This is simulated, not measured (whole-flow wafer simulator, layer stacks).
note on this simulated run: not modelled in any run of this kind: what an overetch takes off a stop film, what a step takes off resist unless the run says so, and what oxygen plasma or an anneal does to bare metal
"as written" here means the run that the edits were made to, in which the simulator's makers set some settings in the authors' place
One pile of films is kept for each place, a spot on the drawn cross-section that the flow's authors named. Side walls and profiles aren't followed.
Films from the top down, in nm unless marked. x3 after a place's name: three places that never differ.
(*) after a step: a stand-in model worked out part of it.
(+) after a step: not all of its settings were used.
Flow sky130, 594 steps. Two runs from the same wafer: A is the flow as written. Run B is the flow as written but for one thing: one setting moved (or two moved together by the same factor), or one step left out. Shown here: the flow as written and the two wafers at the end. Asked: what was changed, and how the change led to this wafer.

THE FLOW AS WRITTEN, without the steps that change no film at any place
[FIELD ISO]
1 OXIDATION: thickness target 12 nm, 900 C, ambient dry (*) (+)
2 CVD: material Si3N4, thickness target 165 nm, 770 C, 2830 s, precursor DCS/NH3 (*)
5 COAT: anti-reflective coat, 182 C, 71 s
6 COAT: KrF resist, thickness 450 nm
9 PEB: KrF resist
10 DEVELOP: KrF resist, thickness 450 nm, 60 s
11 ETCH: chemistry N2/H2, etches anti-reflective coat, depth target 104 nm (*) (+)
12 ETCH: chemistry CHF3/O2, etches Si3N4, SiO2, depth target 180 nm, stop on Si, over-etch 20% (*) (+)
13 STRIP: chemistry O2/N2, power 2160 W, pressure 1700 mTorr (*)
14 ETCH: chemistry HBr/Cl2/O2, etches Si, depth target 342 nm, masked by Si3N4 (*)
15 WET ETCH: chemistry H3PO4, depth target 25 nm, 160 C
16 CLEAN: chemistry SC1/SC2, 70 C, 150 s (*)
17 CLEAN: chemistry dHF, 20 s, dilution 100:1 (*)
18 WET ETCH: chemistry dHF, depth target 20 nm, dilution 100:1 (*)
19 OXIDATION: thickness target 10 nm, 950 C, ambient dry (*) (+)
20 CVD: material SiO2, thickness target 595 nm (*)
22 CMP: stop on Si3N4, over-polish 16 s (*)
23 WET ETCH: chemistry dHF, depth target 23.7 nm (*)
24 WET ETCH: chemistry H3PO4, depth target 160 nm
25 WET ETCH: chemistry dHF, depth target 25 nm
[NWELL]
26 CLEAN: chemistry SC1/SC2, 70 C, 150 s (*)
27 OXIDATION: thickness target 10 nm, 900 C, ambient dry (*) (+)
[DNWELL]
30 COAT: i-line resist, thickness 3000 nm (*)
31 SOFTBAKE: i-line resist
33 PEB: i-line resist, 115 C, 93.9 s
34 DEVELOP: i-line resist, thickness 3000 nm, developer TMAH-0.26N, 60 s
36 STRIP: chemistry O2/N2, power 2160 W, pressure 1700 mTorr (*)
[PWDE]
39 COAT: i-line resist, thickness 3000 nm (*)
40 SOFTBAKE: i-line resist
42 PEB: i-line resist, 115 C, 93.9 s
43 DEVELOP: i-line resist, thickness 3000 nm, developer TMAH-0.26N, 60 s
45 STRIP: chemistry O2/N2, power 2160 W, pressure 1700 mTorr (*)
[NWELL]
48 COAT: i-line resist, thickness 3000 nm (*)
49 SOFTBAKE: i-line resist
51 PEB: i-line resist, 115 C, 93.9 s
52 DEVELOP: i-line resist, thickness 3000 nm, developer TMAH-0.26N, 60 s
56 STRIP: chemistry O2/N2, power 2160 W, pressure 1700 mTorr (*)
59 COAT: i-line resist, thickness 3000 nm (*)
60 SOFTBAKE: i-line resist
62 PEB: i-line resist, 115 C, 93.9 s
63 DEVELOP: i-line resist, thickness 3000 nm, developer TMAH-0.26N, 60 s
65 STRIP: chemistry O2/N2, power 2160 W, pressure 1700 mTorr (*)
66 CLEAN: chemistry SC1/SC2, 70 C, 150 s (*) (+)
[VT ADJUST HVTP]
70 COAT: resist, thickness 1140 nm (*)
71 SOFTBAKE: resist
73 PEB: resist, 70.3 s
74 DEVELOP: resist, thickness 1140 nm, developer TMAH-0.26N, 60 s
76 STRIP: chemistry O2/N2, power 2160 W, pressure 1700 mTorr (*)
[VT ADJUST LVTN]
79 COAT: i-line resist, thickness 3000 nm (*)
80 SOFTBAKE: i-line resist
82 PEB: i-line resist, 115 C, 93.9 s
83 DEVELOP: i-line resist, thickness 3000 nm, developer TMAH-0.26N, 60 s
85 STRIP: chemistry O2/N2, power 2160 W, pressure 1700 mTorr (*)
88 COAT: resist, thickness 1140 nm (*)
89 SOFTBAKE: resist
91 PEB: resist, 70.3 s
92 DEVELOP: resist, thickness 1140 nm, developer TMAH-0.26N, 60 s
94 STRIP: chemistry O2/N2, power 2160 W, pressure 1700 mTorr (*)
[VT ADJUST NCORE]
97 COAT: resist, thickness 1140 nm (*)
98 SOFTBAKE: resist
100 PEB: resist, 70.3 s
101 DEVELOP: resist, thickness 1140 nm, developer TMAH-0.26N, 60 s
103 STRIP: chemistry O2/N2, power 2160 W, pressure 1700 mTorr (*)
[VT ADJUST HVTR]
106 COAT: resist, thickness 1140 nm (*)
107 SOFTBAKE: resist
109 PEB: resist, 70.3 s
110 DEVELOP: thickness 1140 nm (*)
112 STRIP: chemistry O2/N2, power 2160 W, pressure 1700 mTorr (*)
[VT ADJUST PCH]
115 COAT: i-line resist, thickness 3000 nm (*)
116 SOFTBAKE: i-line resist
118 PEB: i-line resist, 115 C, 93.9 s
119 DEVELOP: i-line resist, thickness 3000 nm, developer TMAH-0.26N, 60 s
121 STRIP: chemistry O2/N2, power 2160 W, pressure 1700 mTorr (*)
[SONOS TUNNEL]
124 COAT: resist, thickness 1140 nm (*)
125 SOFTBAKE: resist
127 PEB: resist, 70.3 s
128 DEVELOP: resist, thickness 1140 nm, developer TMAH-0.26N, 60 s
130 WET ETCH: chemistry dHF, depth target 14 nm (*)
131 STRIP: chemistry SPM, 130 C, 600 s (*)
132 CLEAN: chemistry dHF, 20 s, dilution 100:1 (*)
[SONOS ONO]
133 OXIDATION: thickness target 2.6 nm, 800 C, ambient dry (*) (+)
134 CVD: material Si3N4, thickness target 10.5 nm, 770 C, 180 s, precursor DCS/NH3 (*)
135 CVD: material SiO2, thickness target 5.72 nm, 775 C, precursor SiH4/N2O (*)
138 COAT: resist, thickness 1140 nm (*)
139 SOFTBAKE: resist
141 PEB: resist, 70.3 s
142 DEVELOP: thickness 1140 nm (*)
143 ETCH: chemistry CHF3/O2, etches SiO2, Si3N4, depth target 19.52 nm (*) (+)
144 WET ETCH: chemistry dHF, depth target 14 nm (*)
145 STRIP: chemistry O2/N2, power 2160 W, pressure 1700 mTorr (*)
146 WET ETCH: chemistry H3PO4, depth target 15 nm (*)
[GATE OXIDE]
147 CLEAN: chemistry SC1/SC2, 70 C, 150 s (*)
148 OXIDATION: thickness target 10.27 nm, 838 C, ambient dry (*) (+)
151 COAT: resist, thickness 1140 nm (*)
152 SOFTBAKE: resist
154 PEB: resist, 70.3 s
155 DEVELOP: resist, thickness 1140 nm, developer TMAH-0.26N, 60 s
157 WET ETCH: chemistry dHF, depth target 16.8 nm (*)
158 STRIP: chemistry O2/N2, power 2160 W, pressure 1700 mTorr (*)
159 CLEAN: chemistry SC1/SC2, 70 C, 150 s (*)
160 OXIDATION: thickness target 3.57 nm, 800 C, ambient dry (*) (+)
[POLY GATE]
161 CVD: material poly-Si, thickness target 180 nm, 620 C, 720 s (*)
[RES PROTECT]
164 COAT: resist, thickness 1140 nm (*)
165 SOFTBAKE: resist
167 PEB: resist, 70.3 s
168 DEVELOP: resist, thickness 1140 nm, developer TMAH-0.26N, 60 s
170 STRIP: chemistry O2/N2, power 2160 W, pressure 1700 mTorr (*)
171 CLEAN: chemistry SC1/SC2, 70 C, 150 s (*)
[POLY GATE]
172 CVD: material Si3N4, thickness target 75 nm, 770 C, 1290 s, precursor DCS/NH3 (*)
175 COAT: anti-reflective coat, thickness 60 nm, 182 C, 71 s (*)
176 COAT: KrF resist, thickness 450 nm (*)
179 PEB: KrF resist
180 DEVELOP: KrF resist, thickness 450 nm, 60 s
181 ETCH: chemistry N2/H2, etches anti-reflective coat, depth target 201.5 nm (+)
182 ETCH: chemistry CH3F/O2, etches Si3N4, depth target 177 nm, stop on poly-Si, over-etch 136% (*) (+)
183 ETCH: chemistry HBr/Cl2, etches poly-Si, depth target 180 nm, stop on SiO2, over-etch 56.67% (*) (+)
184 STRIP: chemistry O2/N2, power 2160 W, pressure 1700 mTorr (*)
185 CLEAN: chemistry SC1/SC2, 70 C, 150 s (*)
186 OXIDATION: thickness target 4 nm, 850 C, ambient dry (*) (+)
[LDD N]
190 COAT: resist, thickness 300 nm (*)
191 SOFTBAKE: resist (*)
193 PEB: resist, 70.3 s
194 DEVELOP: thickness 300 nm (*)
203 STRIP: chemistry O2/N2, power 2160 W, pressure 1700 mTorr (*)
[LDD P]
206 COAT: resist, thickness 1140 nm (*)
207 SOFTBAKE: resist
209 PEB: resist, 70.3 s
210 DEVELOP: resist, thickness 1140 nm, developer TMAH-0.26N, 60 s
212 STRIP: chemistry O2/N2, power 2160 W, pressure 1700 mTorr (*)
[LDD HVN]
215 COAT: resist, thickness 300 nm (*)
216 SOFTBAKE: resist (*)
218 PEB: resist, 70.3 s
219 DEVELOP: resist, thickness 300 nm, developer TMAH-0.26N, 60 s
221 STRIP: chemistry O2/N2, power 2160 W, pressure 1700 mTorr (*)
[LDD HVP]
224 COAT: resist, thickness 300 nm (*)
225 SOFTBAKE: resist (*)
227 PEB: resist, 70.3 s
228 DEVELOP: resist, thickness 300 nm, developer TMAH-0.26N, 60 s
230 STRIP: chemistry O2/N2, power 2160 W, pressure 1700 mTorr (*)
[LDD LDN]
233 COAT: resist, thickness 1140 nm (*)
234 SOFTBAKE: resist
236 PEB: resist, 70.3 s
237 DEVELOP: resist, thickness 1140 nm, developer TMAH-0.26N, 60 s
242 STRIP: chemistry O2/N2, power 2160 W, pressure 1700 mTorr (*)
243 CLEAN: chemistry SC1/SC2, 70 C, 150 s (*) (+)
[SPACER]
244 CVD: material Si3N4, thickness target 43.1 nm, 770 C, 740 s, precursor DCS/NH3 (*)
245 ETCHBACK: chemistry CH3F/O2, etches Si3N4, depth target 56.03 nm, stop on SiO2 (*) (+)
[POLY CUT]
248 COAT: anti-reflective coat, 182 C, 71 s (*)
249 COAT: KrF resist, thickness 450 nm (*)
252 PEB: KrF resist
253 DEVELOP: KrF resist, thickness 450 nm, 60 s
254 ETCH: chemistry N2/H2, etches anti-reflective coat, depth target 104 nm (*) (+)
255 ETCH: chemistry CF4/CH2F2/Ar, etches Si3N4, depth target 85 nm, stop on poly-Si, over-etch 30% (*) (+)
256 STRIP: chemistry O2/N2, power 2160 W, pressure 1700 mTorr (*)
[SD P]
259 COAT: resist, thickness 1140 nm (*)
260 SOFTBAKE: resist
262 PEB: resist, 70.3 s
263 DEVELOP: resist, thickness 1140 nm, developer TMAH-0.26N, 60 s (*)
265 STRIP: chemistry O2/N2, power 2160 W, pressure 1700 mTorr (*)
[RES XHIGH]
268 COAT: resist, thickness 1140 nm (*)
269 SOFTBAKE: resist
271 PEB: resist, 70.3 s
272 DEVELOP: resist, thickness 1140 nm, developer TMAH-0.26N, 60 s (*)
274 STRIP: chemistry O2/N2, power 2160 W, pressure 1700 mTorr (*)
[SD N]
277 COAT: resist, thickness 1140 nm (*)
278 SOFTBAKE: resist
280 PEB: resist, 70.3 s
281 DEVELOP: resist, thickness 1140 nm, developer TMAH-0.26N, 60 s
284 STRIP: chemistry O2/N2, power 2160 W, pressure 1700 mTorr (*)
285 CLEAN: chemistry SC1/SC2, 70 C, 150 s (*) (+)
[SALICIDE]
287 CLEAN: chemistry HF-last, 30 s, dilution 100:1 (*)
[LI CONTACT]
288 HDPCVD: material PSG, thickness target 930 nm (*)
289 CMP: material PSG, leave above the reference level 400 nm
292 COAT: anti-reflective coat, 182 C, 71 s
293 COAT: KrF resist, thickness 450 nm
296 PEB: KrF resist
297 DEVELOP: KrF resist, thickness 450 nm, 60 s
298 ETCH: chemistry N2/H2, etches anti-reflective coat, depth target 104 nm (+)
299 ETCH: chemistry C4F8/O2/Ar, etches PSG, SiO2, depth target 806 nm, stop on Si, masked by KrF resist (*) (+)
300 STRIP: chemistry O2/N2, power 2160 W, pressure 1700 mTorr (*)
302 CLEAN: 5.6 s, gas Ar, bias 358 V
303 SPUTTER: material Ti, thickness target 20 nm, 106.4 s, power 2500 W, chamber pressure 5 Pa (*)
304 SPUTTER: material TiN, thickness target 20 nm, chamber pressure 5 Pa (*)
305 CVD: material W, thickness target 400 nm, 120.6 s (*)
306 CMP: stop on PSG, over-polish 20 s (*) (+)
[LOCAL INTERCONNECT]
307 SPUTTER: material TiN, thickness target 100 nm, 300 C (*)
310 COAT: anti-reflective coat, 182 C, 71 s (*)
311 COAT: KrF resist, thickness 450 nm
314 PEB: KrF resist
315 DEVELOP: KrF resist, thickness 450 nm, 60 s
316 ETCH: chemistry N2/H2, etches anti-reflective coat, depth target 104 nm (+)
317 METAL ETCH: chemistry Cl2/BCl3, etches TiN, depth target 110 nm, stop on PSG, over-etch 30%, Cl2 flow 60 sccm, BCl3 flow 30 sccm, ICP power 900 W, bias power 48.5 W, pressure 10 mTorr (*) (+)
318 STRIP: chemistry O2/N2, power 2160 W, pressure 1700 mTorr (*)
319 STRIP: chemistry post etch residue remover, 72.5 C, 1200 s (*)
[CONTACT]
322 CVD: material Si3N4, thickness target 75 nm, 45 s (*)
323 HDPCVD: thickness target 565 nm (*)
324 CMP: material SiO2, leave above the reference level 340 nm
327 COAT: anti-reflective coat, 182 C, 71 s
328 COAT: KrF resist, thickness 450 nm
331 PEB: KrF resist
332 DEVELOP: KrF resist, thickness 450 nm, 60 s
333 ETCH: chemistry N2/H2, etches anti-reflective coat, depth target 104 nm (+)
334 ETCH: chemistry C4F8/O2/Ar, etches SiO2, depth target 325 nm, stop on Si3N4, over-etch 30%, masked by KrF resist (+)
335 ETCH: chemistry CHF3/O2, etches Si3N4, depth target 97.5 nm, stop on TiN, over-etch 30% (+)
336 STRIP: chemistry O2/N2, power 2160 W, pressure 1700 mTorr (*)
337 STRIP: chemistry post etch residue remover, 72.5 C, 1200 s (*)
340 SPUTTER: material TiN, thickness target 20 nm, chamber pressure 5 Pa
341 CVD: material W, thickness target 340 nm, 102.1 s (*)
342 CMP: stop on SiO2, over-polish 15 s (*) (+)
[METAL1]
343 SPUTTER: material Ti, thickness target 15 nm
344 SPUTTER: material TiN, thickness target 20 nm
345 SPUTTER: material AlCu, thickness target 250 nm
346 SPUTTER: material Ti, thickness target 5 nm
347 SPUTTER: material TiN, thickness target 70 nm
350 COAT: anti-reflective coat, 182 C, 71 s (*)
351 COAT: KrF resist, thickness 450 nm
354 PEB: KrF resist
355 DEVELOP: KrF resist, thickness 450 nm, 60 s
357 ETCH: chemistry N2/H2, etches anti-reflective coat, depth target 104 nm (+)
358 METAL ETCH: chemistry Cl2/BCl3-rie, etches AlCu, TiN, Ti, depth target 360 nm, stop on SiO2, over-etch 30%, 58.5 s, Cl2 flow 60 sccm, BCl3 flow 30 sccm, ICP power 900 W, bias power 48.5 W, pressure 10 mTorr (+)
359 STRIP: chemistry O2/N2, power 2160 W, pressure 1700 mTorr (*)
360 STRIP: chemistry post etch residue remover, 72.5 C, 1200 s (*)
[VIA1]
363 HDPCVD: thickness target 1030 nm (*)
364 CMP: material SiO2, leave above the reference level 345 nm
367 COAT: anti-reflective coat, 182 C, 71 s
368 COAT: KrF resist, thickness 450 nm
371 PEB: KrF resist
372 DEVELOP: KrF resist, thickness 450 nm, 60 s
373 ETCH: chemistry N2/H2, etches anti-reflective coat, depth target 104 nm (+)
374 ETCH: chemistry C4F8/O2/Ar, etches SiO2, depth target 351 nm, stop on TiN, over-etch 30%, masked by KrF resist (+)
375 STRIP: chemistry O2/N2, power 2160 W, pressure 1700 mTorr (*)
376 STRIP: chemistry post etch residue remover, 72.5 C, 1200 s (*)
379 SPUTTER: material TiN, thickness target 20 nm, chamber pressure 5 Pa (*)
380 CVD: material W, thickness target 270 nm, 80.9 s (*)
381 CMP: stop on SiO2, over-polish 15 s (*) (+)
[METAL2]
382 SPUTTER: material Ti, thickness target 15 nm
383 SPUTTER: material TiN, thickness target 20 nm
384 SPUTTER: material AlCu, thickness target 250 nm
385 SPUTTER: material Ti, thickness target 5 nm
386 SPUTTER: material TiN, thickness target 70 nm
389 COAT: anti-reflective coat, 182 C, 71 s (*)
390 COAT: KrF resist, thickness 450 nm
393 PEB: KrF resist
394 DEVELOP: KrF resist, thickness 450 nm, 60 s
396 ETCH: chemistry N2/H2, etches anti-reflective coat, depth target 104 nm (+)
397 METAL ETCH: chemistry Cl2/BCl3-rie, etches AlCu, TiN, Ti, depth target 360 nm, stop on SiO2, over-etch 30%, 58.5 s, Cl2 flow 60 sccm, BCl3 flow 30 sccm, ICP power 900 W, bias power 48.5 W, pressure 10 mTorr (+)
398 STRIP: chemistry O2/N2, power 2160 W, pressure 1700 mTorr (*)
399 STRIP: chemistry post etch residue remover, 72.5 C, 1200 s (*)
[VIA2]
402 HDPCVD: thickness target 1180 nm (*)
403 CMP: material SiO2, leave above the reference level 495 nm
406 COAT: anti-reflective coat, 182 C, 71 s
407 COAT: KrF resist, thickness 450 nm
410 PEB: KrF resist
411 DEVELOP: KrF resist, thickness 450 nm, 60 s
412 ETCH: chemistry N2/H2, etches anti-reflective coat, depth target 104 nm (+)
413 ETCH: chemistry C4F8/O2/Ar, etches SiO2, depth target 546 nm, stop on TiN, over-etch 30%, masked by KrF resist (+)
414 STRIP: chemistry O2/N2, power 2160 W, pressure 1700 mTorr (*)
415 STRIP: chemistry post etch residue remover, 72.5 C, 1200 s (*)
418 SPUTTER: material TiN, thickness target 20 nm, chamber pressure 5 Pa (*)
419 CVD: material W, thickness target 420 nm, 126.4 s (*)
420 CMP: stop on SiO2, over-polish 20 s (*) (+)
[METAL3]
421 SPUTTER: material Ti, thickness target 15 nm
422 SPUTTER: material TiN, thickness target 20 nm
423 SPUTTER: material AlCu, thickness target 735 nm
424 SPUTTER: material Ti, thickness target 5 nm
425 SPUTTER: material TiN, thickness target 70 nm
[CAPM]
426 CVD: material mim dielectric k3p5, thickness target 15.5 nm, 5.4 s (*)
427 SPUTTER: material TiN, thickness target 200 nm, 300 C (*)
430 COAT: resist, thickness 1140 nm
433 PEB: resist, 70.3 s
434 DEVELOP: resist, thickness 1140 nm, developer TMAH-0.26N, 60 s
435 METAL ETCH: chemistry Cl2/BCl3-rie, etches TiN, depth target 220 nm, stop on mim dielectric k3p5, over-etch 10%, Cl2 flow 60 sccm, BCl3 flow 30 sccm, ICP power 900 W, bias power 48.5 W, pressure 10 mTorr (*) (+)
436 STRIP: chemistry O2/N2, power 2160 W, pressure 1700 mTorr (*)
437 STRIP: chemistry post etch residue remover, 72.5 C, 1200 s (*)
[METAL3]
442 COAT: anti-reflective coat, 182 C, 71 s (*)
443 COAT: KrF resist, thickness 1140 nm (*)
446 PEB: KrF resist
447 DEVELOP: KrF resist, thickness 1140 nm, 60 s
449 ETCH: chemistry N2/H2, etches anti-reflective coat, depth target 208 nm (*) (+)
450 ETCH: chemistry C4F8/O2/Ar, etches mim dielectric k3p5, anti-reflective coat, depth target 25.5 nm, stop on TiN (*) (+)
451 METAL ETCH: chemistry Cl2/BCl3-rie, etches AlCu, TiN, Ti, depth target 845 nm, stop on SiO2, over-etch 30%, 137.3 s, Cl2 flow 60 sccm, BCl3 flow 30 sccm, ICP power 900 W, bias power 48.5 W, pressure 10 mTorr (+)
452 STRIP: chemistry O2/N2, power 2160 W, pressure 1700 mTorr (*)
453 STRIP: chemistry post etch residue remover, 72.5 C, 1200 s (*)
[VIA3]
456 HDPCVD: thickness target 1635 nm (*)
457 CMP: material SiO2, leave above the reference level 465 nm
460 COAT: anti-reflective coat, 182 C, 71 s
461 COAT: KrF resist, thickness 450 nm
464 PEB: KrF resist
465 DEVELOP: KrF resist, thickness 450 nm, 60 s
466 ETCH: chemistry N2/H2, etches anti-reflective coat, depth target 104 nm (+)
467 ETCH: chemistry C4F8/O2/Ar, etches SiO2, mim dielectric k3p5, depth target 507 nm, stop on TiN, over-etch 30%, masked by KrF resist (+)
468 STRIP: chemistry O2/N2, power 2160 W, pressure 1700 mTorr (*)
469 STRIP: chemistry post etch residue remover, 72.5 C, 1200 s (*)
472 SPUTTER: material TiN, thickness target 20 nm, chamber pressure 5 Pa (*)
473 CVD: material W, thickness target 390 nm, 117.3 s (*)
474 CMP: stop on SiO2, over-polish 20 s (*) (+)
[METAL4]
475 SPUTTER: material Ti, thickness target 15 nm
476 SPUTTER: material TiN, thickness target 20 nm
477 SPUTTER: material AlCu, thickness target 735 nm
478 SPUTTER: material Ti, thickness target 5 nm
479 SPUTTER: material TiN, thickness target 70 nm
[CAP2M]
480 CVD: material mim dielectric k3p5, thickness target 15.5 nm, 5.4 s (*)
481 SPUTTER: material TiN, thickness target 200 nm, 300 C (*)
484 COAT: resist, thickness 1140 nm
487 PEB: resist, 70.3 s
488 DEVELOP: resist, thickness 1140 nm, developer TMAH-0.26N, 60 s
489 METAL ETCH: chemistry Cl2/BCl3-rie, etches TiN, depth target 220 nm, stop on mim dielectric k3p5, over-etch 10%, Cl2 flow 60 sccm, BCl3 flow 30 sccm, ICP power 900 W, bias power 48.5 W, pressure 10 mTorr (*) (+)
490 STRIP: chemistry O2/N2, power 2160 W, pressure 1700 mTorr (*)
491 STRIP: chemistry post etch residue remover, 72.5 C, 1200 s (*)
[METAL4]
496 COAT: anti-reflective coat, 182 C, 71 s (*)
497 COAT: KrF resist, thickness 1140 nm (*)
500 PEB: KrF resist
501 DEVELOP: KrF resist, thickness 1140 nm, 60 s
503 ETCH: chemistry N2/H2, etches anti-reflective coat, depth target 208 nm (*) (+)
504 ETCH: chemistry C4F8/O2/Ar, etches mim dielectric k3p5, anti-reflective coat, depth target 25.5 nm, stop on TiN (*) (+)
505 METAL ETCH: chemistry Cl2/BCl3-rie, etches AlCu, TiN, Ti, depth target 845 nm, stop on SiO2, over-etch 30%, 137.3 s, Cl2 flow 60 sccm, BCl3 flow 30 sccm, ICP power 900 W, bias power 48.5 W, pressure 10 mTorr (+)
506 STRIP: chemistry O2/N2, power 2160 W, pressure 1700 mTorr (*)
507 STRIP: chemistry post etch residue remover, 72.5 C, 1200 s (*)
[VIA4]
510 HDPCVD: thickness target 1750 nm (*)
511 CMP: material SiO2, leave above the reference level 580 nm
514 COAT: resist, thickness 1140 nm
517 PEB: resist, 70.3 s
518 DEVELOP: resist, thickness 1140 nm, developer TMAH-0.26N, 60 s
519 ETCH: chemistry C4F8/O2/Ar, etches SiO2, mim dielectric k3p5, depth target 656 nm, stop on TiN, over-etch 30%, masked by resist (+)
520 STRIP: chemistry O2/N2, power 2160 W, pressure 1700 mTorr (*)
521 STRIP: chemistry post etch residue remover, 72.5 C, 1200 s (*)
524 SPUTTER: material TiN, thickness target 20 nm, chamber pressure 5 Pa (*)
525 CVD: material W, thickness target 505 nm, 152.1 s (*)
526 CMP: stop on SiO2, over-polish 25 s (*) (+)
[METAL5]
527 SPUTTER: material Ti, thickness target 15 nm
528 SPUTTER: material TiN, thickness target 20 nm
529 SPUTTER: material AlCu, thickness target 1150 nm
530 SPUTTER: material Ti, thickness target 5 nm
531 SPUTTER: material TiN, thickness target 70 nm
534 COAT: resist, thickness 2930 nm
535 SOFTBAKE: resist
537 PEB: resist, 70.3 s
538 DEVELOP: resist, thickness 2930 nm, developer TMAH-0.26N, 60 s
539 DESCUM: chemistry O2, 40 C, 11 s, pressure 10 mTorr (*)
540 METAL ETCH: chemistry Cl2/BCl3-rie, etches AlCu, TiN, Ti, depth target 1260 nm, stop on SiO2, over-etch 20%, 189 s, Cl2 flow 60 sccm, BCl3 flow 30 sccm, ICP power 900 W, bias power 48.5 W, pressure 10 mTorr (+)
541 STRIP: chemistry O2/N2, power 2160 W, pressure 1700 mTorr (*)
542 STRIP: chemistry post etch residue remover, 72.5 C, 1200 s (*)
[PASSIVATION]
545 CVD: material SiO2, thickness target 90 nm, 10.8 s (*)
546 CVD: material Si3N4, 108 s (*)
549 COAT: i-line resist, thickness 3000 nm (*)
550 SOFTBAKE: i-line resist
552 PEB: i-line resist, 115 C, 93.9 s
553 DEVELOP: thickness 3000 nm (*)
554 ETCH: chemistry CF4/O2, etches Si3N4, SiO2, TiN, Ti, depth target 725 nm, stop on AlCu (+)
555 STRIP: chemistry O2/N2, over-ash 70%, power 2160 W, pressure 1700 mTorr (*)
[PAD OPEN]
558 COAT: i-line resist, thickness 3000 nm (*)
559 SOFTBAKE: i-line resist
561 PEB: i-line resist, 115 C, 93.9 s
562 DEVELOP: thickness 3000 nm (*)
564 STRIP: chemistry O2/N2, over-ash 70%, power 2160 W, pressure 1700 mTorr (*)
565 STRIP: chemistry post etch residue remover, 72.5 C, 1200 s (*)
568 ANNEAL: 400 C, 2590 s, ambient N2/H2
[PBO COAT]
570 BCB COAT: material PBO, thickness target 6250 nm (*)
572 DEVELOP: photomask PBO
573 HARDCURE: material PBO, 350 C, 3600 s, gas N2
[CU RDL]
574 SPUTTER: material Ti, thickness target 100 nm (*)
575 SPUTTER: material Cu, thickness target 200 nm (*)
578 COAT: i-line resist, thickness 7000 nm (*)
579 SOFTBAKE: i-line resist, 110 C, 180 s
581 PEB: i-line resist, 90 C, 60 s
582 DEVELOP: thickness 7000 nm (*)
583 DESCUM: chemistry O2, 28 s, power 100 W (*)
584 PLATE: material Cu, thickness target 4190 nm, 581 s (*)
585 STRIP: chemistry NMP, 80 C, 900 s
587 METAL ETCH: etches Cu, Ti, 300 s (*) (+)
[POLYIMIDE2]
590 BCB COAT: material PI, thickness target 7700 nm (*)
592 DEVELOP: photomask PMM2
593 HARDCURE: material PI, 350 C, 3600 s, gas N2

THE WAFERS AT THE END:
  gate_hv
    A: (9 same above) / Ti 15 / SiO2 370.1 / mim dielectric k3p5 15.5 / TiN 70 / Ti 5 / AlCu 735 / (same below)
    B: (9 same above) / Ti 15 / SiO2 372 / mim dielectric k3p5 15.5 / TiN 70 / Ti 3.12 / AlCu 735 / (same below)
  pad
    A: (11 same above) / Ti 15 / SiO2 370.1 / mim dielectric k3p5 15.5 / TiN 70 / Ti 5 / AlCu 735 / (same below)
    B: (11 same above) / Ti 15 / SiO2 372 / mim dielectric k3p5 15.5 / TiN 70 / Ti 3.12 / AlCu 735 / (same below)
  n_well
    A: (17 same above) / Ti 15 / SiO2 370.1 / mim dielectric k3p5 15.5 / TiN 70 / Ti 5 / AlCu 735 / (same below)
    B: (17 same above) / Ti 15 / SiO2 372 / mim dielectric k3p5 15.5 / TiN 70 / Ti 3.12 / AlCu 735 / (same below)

The cause: step 424, SPUTTER: thickness target 3.12 nm was run, where the flow has thickness target 5 nm.
It can be read off the wafer: gate_hv has Ti 3.12, and step 424 as written asks for 5 nm.

How the change led to this, step by step:
  424 SPUTTER: material Ti, thickness target 5 nm
      field, active, n_well and 188 more: A Ti +5 (new film) | B Ti +3.12 (new film)
  451 METAL ETCH: chemistry Cl2/BCl3-rie, etches AlCu, TiN, Ti, depth target 845 nm, stop on SiO2, over-etch 30%, 137.3 s, Cl2 flow 60 sccm, BCl3 flow 30 sccm, ICP power 900 W, bias power 48.5 W, pressure 10 mTorr (+)
      field, gate, spacer and 68 more: A TiN -70 (all of it), Ti -5 (all of it), AlCu -735 (all of it), TiN -20 (all of it), Ti -15 (all of it), SiO2 -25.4 | B TiN -70 (all of it), Ti -3.12 (all of it), AlCu -735 (all of it), TiN -20 (all of it), Ti -15 (all of it), SiO2 -25.5
      active, vpp_ln, vpp_iso2 and 11 more: A TiN -70 (all of it), Ti -5 (all of it), AlCu -735 (all of it), TiN -20 (all of it), Ti -15 (all of it), SiO2 -25.3 | B TiN -70 (all of it), Ti -3.12 (all of it), AlCu -735 (all of it), TiN -20 (all of it), Ti -15 (all of it), SiO2 -25.5
